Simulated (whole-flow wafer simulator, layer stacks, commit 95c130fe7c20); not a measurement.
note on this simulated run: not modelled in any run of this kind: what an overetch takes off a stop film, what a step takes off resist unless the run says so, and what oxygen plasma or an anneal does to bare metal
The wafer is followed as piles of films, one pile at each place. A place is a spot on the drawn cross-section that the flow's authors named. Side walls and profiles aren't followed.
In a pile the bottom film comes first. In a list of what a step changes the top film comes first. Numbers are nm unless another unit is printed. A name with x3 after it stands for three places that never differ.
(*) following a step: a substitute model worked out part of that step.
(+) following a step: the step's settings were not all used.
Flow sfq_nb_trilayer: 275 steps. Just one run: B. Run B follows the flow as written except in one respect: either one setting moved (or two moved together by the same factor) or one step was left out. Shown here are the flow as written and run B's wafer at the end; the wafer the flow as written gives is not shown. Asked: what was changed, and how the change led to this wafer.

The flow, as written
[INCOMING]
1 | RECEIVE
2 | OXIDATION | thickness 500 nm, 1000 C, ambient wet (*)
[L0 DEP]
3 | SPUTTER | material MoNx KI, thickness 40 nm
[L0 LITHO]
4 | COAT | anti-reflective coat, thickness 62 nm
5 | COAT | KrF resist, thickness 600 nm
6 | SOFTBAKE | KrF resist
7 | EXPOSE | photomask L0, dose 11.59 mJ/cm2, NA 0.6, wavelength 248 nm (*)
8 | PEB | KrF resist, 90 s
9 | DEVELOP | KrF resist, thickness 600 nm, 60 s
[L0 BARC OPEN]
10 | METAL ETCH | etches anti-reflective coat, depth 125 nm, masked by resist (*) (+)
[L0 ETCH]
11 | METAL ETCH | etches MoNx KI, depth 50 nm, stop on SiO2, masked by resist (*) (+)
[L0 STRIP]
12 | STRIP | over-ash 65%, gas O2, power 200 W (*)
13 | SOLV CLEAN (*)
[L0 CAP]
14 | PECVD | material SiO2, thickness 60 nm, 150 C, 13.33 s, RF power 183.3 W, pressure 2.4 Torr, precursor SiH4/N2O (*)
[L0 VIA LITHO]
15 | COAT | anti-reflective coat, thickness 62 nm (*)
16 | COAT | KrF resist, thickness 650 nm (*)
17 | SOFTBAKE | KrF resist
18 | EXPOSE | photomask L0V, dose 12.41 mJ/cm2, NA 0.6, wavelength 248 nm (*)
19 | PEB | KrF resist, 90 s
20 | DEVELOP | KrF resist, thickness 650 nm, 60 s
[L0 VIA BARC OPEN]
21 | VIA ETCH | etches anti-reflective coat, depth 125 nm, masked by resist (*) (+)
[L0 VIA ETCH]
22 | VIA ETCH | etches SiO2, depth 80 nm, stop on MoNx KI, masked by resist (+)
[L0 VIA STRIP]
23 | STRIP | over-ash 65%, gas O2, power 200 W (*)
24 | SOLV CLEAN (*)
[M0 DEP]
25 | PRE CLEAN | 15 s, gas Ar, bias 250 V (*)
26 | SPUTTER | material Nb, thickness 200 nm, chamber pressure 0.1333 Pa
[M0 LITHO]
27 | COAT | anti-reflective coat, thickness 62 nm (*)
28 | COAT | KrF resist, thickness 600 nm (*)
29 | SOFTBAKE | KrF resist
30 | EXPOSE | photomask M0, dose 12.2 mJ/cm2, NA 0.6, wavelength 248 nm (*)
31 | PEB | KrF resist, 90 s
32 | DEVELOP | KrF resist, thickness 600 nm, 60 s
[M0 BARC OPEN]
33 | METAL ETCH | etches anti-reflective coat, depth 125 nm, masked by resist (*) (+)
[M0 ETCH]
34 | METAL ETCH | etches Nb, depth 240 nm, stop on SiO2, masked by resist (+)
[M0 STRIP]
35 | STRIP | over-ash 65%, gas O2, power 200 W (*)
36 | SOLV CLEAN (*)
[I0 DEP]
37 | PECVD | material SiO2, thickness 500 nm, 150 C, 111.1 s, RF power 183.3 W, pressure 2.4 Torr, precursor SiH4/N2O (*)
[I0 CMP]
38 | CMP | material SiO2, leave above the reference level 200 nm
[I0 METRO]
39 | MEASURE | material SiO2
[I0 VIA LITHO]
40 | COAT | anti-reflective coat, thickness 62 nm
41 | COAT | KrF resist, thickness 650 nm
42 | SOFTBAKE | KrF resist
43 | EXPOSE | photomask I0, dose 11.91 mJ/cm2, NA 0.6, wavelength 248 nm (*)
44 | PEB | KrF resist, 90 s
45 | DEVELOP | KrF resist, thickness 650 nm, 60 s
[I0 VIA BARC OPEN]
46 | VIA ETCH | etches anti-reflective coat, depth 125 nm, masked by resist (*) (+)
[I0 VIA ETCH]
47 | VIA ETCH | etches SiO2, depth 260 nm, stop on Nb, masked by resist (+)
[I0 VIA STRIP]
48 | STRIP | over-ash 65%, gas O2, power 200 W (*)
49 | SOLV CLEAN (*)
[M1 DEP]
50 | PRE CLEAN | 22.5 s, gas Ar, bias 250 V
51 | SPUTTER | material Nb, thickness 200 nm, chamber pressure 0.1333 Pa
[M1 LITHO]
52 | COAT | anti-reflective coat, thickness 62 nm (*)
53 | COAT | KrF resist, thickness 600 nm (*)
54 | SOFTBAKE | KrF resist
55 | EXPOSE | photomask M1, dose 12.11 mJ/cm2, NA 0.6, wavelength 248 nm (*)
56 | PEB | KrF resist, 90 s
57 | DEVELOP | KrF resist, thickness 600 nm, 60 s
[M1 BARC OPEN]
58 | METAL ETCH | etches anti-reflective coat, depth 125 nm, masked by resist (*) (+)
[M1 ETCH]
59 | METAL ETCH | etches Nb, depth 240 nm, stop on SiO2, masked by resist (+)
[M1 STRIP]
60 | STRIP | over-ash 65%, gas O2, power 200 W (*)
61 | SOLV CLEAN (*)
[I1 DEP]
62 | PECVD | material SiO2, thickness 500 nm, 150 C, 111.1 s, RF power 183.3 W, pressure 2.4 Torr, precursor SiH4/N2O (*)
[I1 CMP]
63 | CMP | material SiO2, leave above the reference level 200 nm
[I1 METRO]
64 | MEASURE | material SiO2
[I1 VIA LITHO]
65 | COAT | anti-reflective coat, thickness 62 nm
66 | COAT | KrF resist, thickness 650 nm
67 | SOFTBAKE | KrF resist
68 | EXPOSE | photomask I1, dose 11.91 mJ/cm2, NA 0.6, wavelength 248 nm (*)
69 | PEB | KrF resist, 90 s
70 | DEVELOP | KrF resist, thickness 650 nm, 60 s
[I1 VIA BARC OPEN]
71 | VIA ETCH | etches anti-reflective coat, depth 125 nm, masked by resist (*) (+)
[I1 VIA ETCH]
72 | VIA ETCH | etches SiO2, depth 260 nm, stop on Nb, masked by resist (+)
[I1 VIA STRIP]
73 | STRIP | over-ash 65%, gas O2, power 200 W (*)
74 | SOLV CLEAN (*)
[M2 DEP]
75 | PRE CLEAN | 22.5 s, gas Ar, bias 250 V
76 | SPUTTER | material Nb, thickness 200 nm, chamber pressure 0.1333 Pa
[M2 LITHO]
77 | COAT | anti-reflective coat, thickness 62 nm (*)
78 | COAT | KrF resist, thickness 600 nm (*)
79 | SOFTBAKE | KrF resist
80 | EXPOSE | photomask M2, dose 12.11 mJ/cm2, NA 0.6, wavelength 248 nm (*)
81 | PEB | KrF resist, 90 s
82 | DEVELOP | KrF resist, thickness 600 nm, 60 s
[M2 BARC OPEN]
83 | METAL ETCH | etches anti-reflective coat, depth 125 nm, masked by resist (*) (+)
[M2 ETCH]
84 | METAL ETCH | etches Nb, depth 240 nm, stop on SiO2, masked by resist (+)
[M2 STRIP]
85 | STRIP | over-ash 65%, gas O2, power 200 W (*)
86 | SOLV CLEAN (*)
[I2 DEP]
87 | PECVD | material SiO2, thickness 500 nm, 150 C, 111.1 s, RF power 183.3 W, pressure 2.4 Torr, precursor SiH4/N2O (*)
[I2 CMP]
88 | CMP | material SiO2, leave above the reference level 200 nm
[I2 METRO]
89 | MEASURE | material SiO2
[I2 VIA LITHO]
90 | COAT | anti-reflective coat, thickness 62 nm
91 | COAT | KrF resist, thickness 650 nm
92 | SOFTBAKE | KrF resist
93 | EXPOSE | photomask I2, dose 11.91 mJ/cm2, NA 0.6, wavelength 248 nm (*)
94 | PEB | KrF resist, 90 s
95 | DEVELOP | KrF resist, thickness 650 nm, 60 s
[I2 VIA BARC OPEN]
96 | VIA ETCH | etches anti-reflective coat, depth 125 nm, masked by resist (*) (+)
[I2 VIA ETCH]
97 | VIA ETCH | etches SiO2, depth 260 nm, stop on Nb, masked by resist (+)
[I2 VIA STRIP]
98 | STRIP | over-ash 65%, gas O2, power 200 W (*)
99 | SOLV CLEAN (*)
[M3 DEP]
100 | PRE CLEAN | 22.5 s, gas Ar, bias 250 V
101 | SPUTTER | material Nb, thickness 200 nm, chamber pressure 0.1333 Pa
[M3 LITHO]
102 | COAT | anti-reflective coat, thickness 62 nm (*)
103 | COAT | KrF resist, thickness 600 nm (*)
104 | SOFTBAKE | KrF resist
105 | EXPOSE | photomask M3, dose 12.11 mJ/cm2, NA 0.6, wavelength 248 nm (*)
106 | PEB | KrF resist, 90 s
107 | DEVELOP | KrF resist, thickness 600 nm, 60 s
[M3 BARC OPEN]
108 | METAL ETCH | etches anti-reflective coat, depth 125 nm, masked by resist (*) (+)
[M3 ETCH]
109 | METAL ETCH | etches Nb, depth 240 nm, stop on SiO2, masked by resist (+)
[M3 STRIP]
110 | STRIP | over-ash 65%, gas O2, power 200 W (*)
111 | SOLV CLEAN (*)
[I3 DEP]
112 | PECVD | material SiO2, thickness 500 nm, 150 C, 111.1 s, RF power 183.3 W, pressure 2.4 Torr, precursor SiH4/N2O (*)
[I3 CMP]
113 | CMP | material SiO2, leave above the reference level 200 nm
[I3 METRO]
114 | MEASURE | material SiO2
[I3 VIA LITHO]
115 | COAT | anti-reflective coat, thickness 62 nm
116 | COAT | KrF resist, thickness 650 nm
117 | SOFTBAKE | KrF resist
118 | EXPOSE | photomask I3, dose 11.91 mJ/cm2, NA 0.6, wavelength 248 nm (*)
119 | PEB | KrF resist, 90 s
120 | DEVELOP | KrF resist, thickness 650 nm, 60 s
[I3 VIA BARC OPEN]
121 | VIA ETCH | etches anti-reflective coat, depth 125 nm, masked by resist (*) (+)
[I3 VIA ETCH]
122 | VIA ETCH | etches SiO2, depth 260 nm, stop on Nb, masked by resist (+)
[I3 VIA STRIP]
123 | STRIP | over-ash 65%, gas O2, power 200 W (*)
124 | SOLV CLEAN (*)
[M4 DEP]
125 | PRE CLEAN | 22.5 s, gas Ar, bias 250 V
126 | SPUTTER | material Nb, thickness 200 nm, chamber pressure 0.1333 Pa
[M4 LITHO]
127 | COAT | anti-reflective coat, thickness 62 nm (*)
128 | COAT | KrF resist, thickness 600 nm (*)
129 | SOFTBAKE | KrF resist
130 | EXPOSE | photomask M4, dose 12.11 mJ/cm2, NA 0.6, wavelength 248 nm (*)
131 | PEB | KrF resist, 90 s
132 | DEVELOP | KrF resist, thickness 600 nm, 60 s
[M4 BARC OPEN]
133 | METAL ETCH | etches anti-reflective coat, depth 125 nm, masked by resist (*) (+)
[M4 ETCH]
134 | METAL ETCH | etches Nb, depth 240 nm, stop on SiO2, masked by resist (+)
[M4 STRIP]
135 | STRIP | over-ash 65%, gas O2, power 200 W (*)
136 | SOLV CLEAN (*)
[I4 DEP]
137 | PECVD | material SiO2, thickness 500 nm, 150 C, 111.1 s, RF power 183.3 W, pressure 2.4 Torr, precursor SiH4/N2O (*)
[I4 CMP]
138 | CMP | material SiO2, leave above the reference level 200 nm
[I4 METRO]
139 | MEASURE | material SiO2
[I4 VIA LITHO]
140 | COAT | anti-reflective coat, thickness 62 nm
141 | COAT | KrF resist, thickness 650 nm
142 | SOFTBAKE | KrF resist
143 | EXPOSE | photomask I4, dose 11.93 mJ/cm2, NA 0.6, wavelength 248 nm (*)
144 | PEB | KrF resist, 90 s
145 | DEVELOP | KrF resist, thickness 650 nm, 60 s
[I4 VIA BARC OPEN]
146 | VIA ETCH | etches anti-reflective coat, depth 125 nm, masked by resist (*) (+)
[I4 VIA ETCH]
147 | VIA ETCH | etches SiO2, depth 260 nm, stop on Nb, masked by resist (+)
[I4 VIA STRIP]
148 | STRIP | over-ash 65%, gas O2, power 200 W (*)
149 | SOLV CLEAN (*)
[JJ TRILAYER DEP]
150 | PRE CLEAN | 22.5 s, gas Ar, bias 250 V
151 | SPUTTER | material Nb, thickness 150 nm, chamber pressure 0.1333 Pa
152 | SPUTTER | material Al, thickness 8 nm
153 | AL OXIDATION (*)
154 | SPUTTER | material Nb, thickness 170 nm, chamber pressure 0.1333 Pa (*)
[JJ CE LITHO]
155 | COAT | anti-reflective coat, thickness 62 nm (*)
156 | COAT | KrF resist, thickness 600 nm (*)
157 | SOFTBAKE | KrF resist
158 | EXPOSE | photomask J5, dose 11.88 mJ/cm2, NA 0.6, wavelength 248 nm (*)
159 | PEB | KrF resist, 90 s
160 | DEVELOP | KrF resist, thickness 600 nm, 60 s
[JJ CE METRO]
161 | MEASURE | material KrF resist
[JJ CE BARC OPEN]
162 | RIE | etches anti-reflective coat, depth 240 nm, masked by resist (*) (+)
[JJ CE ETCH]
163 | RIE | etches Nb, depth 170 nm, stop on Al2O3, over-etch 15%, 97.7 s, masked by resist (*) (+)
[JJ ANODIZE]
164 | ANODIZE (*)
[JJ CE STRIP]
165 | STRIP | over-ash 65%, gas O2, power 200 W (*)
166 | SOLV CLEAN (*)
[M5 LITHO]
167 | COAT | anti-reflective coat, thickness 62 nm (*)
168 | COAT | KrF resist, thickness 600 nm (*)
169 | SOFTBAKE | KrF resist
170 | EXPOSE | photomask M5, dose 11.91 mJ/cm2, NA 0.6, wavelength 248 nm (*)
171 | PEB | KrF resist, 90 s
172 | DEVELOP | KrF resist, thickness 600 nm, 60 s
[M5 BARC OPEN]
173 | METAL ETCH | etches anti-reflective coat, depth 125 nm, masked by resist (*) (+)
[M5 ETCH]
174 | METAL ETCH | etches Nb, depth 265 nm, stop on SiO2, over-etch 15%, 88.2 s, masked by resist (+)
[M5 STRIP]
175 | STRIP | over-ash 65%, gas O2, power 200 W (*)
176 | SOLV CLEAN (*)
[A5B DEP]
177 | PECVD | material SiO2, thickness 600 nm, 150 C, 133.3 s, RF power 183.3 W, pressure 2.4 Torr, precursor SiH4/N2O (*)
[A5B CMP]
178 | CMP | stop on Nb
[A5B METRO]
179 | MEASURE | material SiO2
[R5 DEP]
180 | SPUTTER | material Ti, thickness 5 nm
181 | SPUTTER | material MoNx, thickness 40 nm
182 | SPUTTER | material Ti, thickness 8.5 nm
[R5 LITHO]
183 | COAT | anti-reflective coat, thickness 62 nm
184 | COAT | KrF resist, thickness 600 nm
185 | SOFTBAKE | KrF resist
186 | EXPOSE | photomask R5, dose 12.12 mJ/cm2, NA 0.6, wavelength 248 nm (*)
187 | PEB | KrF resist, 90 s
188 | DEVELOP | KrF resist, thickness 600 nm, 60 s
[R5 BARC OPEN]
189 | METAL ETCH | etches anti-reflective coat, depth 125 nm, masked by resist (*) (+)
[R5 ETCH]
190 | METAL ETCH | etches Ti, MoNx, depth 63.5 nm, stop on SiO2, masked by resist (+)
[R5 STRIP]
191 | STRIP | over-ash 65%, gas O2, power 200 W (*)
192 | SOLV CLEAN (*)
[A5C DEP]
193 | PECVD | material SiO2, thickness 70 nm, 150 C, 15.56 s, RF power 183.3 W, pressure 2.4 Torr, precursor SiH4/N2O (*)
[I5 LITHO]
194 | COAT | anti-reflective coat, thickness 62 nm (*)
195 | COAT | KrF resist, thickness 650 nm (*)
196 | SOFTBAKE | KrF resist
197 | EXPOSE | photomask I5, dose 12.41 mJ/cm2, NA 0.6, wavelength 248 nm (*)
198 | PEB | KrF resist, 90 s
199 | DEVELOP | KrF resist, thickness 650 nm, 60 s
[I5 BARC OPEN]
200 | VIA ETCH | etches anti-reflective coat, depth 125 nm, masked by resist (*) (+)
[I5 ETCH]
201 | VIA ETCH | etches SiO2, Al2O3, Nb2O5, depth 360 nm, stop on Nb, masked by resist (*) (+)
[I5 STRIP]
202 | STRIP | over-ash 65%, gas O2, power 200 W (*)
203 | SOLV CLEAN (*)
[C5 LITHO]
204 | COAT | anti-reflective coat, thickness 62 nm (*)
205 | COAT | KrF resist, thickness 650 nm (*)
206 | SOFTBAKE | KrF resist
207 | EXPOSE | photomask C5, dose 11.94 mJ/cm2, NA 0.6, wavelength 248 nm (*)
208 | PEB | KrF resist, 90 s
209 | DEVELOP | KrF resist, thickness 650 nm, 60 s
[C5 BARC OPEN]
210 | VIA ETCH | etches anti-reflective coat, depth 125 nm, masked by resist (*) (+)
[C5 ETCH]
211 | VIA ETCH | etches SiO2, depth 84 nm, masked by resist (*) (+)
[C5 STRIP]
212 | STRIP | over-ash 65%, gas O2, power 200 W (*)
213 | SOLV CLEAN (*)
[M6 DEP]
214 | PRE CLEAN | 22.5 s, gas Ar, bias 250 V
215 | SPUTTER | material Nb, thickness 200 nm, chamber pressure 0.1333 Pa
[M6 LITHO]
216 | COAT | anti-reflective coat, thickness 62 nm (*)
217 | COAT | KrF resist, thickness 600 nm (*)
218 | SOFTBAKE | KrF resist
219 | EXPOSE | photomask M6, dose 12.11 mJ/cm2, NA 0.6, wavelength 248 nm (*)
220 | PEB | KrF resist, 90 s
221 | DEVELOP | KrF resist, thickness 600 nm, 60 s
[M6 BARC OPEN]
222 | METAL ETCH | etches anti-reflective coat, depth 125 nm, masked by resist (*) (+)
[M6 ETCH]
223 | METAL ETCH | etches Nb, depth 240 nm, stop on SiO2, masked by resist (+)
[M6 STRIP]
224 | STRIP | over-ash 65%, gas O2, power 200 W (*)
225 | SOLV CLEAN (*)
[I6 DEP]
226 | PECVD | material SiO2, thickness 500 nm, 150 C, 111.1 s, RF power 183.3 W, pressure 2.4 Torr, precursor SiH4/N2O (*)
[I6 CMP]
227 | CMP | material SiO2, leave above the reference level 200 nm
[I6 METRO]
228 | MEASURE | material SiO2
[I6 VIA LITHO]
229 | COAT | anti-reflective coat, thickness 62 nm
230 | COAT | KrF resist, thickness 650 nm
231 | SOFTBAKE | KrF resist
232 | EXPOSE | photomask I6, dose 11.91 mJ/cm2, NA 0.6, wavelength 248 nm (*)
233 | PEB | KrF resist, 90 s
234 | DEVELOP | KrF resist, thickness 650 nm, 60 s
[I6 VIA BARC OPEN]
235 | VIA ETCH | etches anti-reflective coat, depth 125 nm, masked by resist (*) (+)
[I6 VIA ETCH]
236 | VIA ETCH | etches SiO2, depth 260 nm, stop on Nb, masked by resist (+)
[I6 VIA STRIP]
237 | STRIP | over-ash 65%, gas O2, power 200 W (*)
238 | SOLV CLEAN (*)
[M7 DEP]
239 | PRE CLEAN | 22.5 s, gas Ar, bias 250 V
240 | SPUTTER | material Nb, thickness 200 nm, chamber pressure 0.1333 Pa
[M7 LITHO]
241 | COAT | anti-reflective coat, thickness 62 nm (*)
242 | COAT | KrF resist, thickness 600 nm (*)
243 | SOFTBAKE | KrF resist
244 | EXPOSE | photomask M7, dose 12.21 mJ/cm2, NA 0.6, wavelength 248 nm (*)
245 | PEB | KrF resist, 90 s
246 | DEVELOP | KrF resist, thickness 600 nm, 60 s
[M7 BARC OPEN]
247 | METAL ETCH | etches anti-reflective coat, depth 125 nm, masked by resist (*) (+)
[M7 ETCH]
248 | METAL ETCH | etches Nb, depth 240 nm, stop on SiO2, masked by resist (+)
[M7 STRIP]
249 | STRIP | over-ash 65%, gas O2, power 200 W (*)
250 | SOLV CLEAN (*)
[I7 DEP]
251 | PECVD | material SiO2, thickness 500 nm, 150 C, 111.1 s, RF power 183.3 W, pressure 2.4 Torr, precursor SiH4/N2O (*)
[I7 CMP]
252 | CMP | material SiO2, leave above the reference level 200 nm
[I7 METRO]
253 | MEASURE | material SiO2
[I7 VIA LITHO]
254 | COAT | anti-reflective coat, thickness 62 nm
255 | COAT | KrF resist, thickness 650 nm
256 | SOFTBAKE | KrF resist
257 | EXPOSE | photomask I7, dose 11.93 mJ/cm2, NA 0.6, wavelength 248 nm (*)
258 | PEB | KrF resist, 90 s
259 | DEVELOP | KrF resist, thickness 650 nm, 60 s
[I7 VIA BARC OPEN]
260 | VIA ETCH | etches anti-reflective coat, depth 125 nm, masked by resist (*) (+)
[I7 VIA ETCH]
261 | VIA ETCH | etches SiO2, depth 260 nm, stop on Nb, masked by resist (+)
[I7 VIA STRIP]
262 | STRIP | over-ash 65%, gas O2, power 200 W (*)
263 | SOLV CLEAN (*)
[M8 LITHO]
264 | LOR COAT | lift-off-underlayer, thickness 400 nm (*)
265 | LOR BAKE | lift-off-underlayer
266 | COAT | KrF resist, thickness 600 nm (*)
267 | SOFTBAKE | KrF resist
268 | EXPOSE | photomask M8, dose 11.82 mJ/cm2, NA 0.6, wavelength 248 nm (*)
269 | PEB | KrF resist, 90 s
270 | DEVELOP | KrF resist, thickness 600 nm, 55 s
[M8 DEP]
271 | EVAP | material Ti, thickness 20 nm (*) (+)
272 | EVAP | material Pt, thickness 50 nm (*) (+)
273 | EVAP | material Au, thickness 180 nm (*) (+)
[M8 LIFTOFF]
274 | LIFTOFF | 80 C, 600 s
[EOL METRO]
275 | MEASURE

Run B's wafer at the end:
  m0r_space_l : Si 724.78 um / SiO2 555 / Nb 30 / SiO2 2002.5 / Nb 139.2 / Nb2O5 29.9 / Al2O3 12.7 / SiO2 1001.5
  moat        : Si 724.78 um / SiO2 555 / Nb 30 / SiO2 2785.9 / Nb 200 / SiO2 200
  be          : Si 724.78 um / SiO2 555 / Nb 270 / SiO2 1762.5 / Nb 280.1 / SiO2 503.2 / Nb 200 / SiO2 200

Cause: step 26, SPUTTER: thickness 270 nm was run, whereas the flow has thickness 200 nm.
The wafer lets one read it off: be has Nb 270, and step 26 as written asks for 200 nm.

The path from the change to this, step by step:
  26 | SPUTTER | material Nb, thickness 200 nm, chamber pressure 0.1333 Pa
      field_l, v_sur, via_wl and 102 more: Nb gains 270 (new film) (it would be, as written: Nb gains 200 (new film))
      l0v: Nb gains 265.9 (new film) (it would be, as written: Nb gains 195.7 (new film))
  34 | METAL ETCH | etches Nb, depth 240 nm, stop on SiO2, masked by resist (+)
      moat, m0r_space_l, m0r_space_r: Nb loses 240 (it would be, as written: Nb loses 200 (all of it))
  37 | PECVD | material SiO2, thickness 500 nm, 150 C, 111.1 s, RF power 183.3 W, pressure 2.4 Torr, precursor SiH4/N2O (*)
      moat, m0r_space_l, m0r_space_r: SiO2 gains 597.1 (new film) (it would be, as written: SiO2 gains 557.1)
Taking metal films that touch as one body, m0r_space_l has 2 bodies (between them, from the top down: SiO2 2002.5); the flow as written gives 1 body.
Taking metal films that touch as one body, moat has 2 bodies (between them, from the top down: SiO2 2785.9); the flow as written gives 1 body.
